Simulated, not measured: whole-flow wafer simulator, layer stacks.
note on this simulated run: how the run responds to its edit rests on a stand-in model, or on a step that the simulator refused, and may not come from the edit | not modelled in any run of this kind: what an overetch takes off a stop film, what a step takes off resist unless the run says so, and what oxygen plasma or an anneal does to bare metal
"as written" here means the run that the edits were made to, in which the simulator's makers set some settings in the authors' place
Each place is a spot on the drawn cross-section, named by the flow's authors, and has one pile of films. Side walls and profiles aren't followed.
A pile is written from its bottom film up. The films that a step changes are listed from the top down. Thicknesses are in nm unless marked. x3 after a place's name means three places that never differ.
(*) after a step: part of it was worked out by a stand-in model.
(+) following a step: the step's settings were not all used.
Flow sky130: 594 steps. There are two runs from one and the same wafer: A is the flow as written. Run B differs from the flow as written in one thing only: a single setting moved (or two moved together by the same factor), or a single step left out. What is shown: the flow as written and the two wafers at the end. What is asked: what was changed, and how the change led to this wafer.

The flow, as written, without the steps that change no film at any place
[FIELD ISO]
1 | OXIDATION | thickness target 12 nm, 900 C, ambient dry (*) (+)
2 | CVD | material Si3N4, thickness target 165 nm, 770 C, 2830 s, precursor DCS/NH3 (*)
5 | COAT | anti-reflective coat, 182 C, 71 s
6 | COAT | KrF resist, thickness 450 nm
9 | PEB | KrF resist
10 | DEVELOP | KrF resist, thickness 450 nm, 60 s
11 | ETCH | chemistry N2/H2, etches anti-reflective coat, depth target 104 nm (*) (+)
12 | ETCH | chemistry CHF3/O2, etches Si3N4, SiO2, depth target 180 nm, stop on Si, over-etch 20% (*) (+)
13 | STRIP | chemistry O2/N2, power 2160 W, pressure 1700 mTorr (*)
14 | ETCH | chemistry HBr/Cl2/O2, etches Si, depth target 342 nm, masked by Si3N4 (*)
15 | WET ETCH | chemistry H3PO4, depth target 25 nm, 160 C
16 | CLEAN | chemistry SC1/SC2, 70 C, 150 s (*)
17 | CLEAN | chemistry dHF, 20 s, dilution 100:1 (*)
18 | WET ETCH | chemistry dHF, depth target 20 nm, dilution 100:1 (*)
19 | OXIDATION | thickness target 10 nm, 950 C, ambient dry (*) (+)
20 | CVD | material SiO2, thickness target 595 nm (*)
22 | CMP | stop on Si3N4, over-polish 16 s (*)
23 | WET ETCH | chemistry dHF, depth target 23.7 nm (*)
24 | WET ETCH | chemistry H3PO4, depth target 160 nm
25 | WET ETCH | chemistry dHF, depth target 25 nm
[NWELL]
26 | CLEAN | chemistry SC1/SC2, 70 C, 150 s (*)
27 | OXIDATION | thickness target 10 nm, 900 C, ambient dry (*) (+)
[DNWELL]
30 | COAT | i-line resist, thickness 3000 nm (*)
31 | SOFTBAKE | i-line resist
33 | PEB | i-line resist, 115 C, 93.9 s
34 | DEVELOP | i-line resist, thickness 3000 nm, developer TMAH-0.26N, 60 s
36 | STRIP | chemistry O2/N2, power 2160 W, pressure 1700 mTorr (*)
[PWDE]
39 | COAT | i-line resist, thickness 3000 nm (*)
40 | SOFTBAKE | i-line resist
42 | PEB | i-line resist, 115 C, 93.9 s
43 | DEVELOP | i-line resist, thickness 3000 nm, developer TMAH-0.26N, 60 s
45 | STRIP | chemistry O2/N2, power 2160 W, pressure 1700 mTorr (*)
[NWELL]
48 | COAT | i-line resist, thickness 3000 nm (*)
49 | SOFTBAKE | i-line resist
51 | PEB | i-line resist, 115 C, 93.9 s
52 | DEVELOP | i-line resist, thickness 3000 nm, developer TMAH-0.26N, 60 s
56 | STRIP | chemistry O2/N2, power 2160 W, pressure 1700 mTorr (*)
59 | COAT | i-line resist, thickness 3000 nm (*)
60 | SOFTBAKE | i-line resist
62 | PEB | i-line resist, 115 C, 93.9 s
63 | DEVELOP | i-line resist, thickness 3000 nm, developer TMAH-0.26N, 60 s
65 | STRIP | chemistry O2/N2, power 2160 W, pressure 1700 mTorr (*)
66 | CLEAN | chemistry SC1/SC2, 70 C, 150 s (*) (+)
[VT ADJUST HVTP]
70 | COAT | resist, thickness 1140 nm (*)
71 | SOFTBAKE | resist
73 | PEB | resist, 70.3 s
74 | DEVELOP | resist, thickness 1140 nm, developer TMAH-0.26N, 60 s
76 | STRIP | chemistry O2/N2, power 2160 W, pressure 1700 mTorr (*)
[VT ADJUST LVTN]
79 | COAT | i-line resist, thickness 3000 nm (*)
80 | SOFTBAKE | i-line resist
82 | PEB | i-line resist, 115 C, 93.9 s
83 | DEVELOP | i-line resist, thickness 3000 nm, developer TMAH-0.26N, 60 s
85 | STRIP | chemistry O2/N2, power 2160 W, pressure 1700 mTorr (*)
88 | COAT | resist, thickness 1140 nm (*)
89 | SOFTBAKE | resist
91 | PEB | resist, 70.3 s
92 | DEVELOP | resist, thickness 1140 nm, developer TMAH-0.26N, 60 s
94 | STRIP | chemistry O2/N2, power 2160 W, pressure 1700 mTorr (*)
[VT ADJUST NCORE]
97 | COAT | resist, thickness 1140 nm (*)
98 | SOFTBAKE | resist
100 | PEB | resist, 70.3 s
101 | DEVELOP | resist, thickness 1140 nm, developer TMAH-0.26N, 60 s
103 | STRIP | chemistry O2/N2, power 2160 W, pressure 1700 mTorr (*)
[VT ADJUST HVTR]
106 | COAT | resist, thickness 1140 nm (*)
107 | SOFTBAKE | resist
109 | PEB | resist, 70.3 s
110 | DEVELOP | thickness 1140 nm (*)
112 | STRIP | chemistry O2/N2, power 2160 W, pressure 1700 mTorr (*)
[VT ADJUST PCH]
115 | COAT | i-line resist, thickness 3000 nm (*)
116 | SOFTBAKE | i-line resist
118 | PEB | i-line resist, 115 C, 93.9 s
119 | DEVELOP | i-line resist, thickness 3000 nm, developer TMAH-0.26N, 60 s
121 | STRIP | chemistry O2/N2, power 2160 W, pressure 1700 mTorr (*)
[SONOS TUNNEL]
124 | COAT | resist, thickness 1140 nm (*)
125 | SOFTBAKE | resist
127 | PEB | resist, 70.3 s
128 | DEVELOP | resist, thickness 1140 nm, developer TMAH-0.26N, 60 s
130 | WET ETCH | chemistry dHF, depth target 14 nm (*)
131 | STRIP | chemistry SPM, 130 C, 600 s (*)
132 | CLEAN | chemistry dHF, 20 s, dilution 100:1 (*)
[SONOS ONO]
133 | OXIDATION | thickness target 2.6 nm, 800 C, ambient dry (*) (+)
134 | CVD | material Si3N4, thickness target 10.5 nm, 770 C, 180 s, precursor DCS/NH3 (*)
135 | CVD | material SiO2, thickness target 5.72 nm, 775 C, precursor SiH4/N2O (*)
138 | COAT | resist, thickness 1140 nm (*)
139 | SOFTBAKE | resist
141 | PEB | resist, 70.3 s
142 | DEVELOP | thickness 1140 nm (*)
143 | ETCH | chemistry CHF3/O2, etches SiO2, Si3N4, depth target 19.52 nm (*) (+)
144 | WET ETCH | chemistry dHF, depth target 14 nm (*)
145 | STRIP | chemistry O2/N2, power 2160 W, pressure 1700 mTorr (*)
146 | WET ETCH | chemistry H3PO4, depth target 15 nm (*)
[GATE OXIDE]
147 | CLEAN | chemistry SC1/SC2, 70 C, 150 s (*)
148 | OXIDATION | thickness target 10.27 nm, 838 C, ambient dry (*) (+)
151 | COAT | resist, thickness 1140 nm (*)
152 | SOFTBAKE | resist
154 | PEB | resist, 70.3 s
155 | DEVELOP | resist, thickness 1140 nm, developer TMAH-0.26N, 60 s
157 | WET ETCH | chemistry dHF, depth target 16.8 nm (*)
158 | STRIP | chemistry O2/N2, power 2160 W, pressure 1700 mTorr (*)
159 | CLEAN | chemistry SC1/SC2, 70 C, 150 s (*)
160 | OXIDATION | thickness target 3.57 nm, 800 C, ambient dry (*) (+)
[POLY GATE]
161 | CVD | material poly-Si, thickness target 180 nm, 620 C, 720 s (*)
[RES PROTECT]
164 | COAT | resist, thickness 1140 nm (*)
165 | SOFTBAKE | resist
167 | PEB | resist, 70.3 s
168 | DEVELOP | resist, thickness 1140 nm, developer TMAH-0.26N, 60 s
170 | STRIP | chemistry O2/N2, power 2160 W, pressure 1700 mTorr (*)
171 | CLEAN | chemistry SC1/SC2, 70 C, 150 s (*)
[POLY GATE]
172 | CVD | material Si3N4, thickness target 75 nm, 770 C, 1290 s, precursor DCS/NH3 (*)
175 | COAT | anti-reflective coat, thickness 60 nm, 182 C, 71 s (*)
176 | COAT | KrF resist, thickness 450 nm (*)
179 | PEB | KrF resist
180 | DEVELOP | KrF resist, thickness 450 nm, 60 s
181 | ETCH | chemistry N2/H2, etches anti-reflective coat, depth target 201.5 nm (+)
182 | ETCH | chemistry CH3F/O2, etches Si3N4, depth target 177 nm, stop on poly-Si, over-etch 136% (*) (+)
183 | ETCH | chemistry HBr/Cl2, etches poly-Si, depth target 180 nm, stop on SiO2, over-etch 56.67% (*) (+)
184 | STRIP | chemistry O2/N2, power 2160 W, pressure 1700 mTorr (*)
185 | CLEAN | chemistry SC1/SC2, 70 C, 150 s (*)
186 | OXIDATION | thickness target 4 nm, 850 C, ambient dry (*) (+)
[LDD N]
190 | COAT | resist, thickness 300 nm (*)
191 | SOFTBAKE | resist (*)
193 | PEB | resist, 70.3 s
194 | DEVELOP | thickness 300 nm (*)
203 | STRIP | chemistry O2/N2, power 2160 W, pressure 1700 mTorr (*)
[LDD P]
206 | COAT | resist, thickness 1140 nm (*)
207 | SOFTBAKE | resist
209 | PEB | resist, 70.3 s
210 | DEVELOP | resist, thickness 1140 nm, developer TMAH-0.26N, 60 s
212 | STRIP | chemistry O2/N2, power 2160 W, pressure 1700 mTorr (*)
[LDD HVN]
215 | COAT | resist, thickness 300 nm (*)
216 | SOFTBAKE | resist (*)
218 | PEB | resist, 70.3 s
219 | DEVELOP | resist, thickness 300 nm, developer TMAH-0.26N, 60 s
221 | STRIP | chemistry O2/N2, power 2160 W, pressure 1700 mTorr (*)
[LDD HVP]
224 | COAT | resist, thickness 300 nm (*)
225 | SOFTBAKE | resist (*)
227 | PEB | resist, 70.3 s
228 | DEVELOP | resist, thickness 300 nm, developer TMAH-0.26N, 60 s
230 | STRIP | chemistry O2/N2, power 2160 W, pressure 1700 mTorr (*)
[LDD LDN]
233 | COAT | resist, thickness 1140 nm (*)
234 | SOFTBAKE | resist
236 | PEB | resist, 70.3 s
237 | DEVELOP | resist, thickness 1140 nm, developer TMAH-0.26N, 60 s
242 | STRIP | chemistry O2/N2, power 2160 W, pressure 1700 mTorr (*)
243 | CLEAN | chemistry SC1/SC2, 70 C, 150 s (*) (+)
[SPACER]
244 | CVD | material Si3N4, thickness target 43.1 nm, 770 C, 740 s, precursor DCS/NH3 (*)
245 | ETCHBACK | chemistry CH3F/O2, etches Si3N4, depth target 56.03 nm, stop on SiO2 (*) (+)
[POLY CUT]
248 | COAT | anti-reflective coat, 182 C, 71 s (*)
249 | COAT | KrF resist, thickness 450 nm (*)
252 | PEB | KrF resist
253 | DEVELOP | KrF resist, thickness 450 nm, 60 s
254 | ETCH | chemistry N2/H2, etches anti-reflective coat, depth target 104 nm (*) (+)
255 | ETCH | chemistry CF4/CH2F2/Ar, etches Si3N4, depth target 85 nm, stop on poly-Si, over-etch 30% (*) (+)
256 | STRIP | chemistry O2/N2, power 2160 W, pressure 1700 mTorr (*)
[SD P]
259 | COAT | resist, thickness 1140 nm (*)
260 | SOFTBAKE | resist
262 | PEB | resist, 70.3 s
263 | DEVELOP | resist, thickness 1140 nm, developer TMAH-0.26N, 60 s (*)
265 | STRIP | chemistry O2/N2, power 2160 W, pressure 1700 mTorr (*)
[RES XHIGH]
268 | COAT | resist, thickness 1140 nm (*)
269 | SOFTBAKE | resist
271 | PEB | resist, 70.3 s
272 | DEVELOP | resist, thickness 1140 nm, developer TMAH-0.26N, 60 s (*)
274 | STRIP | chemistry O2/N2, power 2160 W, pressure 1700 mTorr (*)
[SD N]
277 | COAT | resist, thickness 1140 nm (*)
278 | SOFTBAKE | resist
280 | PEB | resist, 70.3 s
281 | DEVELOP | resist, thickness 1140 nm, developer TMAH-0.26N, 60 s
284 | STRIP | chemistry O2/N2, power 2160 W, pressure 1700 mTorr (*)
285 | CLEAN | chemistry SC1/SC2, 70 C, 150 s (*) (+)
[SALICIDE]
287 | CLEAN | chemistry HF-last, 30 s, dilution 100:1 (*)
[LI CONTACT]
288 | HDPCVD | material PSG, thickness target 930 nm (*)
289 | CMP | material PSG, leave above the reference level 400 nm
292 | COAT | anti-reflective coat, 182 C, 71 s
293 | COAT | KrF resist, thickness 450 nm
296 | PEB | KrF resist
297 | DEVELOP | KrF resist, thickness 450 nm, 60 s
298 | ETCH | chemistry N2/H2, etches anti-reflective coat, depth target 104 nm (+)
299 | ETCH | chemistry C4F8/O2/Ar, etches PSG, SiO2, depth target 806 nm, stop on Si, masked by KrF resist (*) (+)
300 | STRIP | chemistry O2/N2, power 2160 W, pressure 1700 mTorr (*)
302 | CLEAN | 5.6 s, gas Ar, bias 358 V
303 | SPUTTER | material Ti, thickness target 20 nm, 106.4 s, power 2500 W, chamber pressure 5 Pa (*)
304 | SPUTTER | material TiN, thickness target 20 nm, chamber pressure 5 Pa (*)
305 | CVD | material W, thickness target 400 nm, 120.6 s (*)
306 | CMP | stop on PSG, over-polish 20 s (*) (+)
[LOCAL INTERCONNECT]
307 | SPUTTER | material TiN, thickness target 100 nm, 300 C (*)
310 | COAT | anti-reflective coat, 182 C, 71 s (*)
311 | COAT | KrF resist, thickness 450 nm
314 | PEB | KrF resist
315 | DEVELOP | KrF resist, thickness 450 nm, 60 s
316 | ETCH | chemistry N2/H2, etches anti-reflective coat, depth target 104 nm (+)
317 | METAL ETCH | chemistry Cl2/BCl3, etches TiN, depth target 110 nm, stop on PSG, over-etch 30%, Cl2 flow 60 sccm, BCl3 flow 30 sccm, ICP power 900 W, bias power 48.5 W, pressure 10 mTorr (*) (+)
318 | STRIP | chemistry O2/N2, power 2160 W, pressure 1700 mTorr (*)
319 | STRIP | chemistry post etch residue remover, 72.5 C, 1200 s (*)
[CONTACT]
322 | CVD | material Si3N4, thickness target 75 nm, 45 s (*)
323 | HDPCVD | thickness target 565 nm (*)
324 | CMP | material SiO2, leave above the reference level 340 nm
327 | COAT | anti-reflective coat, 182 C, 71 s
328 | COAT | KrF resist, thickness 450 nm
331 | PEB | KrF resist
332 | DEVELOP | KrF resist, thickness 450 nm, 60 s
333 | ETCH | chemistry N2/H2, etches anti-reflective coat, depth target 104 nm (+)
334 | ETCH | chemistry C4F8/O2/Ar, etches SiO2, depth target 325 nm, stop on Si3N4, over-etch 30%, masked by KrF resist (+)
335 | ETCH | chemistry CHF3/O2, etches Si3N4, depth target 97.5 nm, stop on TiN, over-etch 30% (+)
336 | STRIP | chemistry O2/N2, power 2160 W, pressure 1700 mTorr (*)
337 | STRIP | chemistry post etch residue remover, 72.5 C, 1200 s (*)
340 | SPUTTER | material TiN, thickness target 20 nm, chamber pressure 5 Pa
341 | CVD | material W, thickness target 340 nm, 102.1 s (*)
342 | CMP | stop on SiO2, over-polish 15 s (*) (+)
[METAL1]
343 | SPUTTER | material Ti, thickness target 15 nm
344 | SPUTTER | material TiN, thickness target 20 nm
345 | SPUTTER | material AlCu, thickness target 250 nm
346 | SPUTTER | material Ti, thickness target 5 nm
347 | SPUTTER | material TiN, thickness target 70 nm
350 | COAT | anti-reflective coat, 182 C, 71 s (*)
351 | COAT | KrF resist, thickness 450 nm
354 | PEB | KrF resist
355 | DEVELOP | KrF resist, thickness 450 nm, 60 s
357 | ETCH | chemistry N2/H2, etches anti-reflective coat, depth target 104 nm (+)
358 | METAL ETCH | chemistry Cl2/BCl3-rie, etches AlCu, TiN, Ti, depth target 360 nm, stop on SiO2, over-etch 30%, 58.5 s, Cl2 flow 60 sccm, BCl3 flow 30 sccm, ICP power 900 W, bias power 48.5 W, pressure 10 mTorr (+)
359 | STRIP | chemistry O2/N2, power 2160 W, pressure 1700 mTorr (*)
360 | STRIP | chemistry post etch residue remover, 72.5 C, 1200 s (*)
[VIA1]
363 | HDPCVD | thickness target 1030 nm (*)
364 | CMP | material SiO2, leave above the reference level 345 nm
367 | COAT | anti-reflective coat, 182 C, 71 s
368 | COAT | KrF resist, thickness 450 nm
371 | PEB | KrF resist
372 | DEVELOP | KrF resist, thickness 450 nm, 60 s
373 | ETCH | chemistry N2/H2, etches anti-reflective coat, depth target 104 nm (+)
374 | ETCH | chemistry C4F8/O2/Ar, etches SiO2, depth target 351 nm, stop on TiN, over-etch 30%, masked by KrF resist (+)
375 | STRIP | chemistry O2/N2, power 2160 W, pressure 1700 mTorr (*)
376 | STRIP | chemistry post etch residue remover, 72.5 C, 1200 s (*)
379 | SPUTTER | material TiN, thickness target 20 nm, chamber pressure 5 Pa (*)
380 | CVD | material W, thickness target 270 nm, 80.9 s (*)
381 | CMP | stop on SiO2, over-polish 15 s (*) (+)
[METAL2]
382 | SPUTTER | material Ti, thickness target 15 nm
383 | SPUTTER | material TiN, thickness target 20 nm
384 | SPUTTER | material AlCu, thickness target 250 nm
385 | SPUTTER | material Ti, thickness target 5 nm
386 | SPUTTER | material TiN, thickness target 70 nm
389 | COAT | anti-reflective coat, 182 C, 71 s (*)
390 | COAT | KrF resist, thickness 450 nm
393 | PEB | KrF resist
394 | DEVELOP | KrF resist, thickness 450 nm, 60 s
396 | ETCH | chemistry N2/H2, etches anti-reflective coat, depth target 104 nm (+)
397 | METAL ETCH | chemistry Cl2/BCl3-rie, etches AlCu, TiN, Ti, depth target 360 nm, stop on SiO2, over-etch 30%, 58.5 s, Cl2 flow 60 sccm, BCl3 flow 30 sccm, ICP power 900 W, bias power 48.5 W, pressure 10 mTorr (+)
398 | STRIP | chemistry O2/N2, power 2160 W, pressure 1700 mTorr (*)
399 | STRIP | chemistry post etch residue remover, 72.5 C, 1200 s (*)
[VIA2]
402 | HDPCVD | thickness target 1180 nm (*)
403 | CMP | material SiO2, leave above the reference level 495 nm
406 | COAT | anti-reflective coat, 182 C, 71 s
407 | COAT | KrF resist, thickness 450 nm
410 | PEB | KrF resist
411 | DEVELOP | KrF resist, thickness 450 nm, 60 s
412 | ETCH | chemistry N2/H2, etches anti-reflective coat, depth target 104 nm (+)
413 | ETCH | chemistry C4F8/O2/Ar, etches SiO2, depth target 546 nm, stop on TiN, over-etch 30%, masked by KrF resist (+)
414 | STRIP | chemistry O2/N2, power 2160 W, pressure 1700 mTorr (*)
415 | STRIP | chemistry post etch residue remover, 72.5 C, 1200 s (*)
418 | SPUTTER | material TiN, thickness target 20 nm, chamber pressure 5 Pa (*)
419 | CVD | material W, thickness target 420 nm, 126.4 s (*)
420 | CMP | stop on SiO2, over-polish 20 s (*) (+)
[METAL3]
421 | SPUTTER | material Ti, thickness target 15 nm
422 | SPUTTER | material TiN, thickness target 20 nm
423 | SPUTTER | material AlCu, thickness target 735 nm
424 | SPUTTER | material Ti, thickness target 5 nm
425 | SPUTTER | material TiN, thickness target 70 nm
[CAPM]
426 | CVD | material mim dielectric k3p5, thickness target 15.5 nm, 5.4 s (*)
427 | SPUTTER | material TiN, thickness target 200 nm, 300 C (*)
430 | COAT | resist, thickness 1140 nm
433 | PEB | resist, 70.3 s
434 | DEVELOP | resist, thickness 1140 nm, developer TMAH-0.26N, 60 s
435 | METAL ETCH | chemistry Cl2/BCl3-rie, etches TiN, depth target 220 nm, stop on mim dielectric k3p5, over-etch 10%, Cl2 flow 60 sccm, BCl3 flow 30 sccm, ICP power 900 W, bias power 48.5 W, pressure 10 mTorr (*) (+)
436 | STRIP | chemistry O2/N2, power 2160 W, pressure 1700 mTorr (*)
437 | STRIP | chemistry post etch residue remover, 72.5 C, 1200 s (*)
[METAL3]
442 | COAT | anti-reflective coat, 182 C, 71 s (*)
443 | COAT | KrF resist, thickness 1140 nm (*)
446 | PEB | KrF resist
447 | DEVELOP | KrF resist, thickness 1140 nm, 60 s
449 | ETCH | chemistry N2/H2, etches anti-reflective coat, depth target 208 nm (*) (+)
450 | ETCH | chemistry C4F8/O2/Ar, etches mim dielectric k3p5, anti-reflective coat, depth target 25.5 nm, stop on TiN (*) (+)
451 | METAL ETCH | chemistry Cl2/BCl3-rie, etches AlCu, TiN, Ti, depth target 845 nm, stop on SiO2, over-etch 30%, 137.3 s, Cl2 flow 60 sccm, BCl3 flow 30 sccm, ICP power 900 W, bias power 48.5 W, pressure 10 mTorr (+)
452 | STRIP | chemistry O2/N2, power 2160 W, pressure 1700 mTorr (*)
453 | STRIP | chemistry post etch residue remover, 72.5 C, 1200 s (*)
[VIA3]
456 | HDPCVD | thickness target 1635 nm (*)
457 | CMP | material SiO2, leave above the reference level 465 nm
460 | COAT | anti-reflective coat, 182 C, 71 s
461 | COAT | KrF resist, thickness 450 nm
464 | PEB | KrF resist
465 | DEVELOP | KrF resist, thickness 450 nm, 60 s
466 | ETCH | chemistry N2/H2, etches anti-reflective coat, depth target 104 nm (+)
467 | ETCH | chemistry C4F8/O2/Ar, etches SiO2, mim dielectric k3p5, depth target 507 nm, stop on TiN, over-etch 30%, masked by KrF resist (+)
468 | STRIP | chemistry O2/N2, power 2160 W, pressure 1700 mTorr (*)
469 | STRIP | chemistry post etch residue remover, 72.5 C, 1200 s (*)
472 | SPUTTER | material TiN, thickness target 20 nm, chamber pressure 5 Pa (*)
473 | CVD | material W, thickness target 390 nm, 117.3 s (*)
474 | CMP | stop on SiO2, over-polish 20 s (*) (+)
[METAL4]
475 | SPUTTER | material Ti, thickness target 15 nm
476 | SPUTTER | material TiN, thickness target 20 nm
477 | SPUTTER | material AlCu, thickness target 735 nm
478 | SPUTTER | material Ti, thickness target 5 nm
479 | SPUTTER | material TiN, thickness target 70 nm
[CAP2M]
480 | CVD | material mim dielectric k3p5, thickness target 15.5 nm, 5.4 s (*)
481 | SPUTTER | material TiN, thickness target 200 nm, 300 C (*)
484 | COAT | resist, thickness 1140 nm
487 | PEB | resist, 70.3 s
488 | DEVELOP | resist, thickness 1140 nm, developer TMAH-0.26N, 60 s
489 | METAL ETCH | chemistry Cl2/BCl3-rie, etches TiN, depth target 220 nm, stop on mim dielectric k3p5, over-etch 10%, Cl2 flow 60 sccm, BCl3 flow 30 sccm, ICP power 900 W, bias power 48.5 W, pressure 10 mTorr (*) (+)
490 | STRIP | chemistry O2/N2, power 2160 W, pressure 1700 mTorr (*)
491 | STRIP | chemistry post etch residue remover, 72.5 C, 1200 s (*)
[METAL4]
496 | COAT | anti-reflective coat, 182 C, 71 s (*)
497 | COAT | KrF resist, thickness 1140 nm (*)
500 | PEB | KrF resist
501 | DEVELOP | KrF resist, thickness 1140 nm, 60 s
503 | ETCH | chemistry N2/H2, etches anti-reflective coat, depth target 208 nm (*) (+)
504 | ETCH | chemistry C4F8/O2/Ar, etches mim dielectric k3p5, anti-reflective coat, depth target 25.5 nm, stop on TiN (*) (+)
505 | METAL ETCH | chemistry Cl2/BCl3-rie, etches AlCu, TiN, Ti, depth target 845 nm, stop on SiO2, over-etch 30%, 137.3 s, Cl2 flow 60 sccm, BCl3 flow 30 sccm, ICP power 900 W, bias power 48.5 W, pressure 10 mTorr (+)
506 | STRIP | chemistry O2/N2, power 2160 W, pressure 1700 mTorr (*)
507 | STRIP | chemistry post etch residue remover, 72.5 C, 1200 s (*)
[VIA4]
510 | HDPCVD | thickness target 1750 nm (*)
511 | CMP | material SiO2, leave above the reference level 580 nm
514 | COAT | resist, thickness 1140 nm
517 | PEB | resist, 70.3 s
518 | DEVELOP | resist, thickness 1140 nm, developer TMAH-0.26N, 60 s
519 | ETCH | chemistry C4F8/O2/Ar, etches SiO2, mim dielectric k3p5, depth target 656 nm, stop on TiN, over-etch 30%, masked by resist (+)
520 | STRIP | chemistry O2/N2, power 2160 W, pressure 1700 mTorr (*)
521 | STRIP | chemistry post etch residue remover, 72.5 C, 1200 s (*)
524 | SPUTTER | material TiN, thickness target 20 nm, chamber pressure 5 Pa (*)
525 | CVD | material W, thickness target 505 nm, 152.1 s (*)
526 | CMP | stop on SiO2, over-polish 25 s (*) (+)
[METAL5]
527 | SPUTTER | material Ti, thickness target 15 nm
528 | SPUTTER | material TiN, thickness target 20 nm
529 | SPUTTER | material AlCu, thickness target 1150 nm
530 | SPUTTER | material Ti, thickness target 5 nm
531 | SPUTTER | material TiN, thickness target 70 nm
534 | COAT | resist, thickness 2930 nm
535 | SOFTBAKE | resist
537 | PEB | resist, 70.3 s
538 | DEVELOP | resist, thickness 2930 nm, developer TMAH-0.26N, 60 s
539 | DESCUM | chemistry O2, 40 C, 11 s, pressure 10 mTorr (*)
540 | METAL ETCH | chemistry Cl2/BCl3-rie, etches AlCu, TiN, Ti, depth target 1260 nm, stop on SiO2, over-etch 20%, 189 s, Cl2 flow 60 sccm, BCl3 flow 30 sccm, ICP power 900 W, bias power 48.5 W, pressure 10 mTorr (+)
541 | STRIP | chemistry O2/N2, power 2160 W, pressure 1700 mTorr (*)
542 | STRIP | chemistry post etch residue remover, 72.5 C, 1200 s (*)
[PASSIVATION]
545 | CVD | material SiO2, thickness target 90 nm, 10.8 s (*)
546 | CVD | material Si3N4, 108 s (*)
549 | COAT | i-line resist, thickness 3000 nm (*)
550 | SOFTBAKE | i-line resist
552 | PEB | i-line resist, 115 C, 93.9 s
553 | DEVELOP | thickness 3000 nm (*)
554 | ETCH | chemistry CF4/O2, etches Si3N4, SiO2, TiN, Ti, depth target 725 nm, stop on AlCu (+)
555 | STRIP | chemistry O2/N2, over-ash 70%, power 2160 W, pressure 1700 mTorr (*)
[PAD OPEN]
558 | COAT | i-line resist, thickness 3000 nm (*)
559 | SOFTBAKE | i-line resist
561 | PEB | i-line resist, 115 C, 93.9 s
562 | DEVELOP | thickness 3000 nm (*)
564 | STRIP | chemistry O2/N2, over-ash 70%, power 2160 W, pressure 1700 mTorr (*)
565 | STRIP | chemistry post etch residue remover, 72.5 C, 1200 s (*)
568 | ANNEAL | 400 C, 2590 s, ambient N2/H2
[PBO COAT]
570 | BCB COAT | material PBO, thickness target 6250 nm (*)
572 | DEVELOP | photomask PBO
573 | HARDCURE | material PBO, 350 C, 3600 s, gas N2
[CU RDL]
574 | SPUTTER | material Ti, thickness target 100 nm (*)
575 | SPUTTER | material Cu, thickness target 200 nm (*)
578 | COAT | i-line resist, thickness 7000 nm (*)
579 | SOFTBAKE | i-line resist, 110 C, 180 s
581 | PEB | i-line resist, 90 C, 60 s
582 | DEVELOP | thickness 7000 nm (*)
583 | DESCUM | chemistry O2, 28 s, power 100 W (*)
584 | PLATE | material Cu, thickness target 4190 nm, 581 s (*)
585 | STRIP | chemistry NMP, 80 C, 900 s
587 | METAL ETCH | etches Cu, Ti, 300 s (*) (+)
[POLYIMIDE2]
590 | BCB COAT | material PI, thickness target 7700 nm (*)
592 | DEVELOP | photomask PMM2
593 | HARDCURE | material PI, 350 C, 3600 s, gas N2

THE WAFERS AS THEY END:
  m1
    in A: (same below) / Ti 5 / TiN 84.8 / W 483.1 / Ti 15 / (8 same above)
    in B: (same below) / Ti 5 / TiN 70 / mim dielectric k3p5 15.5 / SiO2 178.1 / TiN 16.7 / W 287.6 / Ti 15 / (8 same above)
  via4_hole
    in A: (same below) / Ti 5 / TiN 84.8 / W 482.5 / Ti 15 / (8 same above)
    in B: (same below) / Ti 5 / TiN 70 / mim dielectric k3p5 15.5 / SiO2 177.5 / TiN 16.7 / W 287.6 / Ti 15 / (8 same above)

The reason: step 519, ETCH: depth target 312 nm was run, though the flow has depth target 656 nm.

How this came from the change, step by step:
  519 | ETCH | chemistry C4F8/O2/Ar, etches SiO2, mim dielectric k3p5, depth target 656 nm, stop on TiN, over-etch 30%, masked by resist (+)
      m1: A -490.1 SiO2 (all of it), -15.5 mim dielectric k3p5 (all of it) | B -312 SiO2
      via4_hole: A -489.5 SiO2 (all of it), -15.5 mim dielectric k3p5 (all of it) | B -312 SiO2
      (also at 191 further places)
  520 | STRIP | chemistry O2/N2, power 2160 W, pressure 1700 mTorr (*)
      field, active, n_well and 188 more: A -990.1 resist (all of it) | B -1058.9 resist (all of it)
  524 | SPUTTER | material TiN, thickness target 20 nm, chamber pressure 5 Pa (*)
      m1, via4_hole: A +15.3 TiN | B +16.7 TiN (new film)
  525 | CVD | material W, thickness target 505 nm, 152.1 s (*)
      m1: A +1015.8 W (new film) | B +623.6 W (new film)
      via4_hole: A +1015.2 W (new film) | B +625.3 W (new film)
  526 | CMP | stop on SiO2, over-polish 25 s (*) (+)
      m1: A -532.7 W | B -335.9 W
      via4_hole: A -532.7 W | B -337.7 W
Taking metal films that touch as one body, m1 has 3 bodies (between them, from the top down: SiO2 178.1 / mim dielectric k3p5 15.5; SiO2 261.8 / Si3N4 75); the flow as written gives 2 bodies (between them, from the top down: SiO2 261.8 / Si3N4 75).
Taking metal films that touch as one body, via4_hole has 2 bodies (between them, from the top down: SiO2 177.5 / mim dielectric k3p5 15.5); the flow as written gives 1 body.
